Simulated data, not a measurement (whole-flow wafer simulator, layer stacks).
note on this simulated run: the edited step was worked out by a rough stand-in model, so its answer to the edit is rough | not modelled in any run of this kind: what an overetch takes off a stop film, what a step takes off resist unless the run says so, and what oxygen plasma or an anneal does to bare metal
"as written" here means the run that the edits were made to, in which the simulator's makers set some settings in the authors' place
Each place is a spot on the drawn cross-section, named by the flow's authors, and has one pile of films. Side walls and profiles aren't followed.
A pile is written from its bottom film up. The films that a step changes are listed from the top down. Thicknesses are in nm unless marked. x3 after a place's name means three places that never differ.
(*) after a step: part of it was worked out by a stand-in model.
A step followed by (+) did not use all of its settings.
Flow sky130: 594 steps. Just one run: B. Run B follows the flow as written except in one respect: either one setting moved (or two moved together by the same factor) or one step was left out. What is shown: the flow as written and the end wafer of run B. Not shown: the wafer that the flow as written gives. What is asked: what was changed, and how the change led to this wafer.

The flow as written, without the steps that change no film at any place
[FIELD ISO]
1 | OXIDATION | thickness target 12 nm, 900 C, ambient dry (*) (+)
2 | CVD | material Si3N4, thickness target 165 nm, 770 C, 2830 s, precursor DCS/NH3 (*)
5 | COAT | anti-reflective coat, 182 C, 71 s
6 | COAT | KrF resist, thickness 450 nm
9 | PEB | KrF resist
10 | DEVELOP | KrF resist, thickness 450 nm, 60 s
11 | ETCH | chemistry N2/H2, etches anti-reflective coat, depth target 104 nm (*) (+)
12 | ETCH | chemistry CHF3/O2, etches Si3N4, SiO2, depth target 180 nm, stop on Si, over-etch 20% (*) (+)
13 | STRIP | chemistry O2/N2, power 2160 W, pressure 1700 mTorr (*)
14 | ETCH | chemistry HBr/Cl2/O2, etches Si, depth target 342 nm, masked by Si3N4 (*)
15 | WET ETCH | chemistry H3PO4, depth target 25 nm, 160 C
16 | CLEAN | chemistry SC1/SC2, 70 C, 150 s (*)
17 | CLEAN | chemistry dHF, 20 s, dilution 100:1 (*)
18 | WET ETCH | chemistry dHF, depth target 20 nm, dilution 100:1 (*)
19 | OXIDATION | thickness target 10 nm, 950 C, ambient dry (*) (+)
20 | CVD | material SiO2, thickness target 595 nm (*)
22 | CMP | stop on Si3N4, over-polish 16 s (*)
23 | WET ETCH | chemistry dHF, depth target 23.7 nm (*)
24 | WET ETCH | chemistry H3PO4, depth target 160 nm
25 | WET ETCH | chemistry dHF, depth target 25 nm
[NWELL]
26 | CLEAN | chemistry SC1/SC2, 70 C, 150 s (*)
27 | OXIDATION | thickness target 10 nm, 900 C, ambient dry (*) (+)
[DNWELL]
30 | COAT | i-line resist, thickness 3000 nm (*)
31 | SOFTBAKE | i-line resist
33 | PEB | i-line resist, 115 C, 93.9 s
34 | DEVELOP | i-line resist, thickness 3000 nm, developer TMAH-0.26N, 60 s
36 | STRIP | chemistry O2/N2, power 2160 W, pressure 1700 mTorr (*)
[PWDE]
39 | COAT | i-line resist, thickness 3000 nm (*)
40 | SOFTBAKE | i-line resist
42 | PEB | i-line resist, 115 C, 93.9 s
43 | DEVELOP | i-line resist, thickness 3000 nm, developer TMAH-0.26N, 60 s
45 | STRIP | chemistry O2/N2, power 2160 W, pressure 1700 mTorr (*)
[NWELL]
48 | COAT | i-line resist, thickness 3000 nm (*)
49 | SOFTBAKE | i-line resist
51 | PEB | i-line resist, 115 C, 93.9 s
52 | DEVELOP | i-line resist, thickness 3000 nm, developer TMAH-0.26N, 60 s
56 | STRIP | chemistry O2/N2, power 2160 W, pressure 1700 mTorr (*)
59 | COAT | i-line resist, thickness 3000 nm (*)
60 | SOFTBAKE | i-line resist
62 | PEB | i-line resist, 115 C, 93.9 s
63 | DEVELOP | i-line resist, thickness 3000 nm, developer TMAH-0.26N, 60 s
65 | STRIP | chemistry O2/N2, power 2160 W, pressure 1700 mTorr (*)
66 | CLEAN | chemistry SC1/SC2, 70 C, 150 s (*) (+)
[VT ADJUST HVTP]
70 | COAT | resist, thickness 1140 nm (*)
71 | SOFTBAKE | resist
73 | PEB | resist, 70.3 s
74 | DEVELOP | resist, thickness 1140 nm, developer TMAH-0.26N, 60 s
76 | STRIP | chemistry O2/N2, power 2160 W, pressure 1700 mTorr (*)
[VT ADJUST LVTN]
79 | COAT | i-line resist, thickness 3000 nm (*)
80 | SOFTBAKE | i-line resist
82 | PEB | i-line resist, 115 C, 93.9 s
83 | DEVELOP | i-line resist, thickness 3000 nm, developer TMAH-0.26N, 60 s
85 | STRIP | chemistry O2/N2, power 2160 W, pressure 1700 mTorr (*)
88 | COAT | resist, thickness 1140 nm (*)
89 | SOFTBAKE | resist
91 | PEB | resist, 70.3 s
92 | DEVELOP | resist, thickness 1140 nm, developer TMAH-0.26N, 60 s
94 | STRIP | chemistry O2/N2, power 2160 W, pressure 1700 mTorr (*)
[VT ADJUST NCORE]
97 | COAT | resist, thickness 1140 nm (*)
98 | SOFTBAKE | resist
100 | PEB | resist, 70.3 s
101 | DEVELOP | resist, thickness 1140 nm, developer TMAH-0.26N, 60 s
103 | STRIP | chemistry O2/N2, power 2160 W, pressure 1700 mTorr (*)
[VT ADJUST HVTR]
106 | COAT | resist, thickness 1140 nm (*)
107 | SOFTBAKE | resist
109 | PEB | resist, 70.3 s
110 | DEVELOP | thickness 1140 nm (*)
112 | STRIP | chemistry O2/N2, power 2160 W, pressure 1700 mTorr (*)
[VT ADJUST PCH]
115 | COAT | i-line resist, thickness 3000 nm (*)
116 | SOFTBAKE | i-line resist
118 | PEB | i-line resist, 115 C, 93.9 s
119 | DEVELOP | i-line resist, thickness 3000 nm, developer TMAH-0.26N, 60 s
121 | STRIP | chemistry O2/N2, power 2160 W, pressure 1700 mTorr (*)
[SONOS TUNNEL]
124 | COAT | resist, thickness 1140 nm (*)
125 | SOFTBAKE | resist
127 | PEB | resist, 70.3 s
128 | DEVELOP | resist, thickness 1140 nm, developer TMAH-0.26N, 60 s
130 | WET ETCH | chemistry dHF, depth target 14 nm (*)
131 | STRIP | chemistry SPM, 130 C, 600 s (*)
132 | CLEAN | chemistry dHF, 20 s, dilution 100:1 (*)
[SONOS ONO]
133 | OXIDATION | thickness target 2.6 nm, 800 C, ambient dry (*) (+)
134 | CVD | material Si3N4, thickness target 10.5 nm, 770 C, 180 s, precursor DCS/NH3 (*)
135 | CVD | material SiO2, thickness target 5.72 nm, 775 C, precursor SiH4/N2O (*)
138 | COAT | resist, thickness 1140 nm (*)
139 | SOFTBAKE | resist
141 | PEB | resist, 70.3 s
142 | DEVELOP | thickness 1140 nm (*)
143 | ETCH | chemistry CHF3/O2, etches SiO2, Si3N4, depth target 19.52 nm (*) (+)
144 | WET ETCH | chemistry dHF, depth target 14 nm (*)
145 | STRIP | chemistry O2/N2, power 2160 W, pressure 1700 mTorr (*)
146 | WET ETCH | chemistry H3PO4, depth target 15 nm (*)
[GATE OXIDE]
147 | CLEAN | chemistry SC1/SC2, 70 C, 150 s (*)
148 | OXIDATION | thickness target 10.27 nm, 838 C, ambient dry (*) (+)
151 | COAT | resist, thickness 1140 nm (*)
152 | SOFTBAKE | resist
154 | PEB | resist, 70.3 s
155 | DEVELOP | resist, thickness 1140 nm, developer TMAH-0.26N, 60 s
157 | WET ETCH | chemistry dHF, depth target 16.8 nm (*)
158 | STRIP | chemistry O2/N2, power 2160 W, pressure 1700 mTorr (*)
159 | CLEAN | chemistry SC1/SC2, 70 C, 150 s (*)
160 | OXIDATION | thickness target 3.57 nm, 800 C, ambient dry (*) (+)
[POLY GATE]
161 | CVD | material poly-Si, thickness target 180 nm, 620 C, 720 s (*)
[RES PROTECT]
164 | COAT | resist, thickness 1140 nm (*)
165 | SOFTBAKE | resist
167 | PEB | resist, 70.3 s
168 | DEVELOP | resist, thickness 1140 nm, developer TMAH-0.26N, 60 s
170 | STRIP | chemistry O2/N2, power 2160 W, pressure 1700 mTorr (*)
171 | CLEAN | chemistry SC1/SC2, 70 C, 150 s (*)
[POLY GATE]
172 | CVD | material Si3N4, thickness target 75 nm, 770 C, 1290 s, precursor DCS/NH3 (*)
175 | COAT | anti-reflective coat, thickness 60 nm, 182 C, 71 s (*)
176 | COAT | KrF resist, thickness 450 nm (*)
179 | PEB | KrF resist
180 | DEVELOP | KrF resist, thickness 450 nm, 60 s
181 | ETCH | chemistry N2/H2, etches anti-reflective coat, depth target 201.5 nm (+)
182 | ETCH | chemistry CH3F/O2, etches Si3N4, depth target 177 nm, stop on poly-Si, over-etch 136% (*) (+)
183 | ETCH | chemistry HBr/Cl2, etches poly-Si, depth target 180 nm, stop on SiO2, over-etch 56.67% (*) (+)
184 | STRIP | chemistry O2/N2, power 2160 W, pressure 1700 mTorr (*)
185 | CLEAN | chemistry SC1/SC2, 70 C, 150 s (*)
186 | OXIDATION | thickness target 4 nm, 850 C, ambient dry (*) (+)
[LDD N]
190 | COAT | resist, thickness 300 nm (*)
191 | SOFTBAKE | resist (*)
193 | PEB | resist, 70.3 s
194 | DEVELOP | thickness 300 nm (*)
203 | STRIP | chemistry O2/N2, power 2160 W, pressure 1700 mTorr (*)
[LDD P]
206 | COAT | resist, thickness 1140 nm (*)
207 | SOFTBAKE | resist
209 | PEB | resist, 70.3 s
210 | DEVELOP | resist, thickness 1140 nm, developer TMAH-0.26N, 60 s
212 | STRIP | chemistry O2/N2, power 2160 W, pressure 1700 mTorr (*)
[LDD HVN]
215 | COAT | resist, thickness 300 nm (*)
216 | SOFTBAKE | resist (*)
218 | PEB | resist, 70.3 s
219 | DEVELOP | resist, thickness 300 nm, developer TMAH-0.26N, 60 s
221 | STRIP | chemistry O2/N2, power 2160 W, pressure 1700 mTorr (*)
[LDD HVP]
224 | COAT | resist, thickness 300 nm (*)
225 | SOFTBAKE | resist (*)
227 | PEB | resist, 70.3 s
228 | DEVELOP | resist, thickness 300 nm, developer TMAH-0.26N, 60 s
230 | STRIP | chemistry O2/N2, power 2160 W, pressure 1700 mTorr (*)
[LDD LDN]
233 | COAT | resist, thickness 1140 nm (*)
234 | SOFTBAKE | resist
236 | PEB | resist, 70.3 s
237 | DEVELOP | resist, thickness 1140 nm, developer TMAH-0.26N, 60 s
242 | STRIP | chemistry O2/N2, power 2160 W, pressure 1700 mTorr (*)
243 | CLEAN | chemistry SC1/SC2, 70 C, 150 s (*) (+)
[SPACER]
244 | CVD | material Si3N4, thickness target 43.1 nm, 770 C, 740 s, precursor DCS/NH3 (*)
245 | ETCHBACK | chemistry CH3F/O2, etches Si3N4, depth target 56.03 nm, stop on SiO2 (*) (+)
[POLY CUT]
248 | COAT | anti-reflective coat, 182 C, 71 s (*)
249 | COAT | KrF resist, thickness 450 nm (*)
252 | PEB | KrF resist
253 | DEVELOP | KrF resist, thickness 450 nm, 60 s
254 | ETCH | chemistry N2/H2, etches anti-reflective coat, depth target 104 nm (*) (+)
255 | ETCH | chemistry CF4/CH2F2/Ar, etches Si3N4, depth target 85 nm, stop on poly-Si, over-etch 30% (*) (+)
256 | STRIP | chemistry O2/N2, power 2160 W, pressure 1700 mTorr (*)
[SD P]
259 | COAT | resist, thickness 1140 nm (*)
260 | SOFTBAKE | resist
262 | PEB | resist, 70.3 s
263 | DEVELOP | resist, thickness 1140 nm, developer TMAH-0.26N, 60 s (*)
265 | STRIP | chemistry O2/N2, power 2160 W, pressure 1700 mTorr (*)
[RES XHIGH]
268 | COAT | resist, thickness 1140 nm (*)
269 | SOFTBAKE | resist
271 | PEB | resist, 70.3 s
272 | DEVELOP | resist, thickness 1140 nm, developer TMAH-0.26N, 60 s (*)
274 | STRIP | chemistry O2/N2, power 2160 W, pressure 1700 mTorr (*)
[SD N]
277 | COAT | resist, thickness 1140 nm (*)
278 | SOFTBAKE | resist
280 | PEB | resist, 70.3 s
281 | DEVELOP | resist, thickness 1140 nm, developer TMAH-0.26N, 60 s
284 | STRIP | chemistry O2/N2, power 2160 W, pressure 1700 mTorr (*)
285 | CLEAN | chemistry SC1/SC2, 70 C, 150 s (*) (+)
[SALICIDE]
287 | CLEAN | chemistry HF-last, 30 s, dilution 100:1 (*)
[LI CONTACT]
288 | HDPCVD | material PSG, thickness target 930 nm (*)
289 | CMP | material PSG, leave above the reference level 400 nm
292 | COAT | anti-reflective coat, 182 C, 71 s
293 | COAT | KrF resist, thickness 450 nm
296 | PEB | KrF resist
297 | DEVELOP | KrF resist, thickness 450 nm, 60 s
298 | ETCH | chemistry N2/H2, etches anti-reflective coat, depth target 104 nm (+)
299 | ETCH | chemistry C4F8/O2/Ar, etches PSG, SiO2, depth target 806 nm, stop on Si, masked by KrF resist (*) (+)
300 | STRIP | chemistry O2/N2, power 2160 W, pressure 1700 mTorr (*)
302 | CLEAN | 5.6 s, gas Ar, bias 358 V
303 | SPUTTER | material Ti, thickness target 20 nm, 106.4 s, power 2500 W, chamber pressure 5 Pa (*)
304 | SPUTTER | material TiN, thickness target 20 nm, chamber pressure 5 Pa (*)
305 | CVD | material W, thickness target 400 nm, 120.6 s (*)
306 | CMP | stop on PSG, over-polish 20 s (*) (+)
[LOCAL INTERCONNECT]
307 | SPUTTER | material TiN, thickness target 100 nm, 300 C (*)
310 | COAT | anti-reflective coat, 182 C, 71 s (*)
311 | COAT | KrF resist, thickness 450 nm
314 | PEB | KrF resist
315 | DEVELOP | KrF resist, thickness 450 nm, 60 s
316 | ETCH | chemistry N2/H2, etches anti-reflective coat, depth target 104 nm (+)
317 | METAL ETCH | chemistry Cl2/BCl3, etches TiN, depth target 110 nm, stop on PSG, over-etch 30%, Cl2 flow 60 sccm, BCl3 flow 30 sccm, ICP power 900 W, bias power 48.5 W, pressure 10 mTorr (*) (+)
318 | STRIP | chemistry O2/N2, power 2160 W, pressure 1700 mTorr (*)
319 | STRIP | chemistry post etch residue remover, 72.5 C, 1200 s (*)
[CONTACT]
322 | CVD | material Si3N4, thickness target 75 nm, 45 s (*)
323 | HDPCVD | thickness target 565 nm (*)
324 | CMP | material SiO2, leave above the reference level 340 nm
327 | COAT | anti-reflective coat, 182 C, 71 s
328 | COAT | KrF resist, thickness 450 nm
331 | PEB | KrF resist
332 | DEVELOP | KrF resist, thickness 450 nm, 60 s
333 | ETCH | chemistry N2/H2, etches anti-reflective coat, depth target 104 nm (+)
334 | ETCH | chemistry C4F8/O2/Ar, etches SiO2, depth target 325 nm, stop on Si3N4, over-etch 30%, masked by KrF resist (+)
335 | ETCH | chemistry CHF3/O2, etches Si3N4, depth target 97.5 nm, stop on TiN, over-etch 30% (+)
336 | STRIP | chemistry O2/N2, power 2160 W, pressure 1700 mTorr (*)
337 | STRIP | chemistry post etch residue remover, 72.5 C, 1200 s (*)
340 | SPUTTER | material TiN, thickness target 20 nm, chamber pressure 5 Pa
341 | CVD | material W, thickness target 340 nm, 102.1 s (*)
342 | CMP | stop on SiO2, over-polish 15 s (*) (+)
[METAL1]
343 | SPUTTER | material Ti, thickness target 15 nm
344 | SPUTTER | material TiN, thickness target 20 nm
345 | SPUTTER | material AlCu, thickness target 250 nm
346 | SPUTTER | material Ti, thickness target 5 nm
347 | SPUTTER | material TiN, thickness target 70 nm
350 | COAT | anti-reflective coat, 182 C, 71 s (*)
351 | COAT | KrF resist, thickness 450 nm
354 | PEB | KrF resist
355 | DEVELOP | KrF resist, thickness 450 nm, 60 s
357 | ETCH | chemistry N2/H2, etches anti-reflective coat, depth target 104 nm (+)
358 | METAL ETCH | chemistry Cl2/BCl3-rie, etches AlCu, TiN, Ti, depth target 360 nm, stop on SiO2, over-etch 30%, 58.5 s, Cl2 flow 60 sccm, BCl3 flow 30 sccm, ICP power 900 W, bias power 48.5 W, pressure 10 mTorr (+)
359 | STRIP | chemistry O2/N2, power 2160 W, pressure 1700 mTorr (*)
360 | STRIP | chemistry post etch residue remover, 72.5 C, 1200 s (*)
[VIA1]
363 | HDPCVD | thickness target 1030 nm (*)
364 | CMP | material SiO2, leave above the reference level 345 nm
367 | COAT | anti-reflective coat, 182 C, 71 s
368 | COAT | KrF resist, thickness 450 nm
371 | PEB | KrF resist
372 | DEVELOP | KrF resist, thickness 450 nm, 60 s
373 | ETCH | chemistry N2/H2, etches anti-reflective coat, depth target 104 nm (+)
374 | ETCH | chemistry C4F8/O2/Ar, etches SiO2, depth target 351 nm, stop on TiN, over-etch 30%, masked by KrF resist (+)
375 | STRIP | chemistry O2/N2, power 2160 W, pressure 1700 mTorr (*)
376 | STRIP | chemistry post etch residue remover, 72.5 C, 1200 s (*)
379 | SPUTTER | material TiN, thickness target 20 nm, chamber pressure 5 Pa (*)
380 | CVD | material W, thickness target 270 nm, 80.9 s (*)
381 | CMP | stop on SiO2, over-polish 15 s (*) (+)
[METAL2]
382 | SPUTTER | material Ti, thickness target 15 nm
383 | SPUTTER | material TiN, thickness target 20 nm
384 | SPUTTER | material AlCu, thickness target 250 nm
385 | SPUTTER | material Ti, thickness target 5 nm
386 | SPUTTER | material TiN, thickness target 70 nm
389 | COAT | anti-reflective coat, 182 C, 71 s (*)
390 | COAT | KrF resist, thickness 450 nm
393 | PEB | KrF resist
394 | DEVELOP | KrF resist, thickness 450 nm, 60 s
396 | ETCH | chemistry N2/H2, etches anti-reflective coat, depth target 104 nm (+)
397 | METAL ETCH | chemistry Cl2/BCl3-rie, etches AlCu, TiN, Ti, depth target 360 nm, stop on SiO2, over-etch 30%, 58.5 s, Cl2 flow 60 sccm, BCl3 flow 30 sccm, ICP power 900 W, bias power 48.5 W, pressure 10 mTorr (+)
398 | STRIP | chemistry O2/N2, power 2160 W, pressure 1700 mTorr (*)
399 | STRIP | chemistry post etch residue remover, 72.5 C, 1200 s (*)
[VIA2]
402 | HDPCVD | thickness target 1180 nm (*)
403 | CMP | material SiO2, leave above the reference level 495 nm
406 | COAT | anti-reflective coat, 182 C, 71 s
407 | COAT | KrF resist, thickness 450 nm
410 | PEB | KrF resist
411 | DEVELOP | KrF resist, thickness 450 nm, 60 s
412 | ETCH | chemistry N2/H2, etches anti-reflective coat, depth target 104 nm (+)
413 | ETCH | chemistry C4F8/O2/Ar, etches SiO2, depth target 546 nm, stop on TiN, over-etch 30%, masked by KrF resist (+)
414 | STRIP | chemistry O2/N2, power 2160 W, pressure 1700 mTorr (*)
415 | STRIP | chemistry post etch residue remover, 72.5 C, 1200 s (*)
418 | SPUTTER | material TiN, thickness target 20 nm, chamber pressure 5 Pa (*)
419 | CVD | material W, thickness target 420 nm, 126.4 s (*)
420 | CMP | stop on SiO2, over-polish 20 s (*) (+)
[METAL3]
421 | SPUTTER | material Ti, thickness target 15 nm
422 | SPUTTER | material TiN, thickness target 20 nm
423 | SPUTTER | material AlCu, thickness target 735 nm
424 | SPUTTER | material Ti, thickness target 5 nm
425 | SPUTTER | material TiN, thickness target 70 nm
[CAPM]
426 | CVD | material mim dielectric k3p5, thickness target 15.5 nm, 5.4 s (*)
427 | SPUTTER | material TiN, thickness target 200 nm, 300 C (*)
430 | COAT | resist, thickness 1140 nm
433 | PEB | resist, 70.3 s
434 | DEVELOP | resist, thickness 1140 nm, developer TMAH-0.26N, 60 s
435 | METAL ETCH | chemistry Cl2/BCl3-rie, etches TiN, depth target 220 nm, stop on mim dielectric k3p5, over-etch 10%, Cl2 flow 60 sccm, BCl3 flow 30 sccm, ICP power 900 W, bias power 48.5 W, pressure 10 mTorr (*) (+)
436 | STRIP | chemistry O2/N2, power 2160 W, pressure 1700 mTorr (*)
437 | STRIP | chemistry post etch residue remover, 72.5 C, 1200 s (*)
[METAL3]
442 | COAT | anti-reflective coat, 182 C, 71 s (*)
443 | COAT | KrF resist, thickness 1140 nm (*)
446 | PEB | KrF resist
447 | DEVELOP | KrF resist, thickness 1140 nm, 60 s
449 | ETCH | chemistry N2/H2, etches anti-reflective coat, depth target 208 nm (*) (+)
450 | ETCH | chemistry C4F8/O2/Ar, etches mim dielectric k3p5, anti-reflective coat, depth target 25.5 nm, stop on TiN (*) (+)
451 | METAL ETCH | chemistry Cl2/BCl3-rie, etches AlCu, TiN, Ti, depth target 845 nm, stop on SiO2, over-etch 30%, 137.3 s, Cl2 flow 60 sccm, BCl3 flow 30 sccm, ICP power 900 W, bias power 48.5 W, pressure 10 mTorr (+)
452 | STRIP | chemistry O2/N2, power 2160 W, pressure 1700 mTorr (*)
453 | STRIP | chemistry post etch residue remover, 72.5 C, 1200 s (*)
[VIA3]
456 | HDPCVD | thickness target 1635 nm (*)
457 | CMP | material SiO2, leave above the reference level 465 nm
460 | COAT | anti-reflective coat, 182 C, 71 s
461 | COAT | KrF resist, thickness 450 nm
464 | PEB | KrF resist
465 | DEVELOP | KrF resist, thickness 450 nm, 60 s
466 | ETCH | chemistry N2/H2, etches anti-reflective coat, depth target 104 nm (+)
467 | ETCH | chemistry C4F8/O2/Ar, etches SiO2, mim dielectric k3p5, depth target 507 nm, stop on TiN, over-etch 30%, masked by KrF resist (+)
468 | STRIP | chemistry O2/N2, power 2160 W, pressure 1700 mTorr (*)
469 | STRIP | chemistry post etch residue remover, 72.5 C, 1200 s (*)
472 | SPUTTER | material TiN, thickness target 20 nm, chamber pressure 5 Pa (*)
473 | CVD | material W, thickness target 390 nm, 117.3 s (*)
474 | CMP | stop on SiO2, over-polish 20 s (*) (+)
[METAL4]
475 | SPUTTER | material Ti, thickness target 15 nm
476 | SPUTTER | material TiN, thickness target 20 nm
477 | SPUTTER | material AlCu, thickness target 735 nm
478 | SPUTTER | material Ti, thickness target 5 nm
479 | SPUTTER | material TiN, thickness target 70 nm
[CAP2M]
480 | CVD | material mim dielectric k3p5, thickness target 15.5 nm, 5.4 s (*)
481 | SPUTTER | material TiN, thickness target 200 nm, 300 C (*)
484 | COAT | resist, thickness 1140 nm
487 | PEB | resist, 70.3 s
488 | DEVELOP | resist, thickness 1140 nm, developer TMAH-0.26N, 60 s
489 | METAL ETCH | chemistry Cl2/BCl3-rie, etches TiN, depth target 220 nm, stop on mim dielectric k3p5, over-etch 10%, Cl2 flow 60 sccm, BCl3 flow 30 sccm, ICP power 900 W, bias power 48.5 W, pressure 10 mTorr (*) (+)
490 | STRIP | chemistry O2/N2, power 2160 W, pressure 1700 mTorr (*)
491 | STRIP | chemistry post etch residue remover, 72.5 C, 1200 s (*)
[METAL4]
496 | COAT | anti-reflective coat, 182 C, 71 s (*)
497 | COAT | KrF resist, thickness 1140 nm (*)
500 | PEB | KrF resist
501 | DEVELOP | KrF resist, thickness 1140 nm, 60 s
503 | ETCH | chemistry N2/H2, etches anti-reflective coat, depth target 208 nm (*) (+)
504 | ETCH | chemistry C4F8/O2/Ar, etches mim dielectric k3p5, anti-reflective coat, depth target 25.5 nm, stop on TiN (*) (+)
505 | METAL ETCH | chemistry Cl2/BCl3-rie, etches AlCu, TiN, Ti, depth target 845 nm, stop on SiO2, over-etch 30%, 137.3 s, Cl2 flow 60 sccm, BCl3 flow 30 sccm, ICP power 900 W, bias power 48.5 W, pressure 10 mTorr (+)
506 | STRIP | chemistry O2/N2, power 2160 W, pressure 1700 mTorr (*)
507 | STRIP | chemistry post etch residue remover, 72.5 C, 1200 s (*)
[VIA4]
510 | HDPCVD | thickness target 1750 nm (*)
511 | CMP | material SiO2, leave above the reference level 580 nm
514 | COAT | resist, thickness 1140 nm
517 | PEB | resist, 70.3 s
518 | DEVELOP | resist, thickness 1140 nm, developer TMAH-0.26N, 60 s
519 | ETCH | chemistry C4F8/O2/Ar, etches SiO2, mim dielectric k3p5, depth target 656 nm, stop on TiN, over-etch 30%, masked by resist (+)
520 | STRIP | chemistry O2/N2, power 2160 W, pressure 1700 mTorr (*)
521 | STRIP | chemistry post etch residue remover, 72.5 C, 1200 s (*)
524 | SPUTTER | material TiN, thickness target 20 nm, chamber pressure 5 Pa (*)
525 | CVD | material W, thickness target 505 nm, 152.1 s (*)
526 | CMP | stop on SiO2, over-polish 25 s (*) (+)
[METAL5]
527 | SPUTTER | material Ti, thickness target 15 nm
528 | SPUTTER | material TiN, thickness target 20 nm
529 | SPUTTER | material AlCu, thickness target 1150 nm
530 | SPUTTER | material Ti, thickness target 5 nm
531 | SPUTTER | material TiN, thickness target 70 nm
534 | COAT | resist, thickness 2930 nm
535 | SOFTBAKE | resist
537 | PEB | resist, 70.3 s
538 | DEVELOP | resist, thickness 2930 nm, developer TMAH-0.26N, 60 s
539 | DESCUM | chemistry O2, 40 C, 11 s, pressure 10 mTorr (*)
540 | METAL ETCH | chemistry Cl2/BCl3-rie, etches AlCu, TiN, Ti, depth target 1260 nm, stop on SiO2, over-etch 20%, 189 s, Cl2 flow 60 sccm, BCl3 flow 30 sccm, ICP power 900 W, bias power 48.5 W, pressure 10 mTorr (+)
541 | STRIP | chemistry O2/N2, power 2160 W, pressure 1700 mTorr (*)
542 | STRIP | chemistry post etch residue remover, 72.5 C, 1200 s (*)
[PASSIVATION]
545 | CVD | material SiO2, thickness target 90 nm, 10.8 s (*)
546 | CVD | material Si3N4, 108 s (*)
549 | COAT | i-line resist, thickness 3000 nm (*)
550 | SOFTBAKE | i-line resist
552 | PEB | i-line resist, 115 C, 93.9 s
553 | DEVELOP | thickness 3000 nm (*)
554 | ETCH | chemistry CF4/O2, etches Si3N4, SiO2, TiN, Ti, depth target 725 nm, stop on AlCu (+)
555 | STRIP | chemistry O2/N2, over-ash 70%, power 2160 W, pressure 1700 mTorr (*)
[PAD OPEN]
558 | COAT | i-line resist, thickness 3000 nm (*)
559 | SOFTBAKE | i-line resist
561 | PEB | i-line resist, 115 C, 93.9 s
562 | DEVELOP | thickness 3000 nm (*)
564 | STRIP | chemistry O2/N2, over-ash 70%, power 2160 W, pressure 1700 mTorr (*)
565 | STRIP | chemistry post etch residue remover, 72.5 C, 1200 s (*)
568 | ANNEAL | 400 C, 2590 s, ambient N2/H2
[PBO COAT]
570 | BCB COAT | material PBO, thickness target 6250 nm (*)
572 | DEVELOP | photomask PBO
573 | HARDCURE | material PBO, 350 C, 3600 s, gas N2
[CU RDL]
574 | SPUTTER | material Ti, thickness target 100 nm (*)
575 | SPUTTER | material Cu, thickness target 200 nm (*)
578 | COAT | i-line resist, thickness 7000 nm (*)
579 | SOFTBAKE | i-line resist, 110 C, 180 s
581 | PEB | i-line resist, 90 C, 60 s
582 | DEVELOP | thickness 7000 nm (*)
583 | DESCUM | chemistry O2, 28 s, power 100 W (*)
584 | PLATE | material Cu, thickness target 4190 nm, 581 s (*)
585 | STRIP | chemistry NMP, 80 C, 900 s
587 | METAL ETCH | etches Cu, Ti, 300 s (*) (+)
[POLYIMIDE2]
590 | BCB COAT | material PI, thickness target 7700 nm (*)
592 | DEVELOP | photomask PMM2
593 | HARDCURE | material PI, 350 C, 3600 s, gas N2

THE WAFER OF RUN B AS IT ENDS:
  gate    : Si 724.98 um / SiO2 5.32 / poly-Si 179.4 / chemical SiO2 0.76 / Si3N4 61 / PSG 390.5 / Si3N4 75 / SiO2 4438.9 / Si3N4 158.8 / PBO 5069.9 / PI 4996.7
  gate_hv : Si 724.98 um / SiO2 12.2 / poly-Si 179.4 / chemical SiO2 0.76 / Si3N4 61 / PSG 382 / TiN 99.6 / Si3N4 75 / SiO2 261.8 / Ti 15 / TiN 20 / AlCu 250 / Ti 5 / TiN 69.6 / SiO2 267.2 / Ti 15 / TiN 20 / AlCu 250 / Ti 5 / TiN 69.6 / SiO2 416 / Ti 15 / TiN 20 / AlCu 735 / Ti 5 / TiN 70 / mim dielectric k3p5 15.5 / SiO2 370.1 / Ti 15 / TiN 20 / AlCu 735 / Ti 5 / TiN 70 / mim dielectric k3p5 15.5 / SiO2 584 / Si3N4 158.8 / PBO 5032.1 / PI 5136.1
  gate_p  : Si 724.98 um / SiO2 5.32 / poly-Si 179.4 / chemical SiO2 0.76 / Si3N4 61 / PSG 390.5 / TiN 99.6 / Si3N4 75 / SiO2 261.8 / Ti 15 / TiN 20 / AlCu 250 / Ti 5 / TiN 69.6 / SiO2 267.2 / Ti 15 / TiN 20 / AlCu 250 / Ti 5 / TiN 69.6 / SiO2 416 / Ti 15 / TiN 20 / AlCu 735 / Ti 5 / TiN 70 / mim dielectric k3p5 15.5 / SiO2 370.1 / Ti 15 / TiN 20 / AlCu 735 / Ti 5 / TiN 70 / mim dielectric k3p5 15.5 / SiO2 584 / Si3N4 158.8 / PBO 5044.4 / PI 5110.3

What caused this: step 160, OXIDATION: thickness target 5.32 nm was run, whereas the flow has thickness target 3.57 nm.
One can read it off the wafer: gate has SiO2 5.32, and step 160 as written asks for 3.57 nm.

How this came from the change, step by step:
  160 | OXIDATION | thickness target 3.57 nm, 800 C, ambient dry (*) (+)
      active, n_well, p_well and 58 more: SiO2 gains 5.32 (new film), chemical SiO2 loses 0.76 (all of it), Si loses 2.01 (as written it would have been: SiO2 gains 3.57 (new film), chemical SiO2 loses 0.76 (all of it), Si loses 1.24)
      gate_hv, m1, pad and 37 more: SiO2 gains 2.27, Si loses 1 (as written it would have been: SiO2 gains 0.85, Si loses 0.37)
  299 | ETCH | chemistry C4F8/O2/Ar, etches PSG, SiO2, depth target 806 nm, stop on Si, masked by KrF resist (*) (+)
      contact, ndiff_licon, ndiff_licon_cpp: PSG loses 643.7 (all of it), SiO2 loses 2.63 (all of it) (as written it would have been: PSG loses 643.6 (all of it), SiO2 loses 1.16 (all of it))
  306 | CMP | stop on PSG, over-polish 20 s (*) (+)
      poly_licon: W loses 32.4 (as written it would have been: W loses 33.3)
